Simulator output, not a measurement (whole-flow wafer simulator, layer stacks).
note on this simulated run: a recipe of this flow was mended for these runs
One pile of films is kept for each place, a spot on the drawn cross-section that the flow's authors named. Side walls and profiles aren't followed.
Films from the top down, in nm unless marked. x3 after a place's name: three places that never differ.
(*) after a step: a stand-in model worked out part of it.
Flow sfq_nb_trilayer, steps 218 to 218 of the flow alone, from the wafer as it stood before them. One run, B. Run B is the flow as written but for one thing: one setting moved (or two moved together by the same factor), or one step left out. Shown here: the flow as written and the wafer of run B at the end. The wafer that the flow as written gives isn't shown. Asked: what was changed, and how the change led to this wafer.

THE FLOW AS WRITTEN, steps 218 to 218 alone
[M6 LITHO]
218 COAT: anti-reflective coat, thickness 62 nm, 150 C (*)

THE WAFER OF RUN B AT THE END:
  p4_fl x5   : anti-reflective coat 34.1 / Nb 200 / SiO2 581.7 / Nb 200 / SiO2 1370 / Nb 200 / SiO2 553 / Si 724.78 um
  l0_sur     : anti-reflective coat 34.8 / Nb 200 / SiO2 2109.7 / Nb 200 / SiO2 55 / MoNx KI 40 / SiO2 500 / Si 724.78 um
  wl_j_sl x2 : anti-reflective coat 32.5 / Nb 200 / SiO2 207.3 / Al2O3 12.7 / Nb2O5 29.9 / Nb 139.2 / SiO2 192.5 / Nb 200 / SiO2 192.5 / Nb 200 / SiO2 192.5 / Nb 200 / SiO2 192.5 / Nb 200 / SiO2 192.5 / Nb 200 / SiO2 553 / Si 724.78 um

The cause: step 218, COAT: thickness 34.1 nm was run, where the flow has thickness 62 nm.
It can be read off the wafer: p4_fl x5 has anti-reflective coat 34.1, and step 218 as written asks for 62 nm.

How the change led to this, step by step:
  218 COAT: anti-reflective coat, thickness 62 nm, 150 C (*)
      p4_fl x5, p4_w1 x9, p3_s0 x9 and 41 more: anti-reflective coat +34.1 (new film) (as written it would be: anti-reflective coat +62 (new film))
      l0_sur, l0v: anti-reflective coat +34.8 (new film) (as written it would be: anti-reflective coat +63 (new film))
      (and at 40 more places)
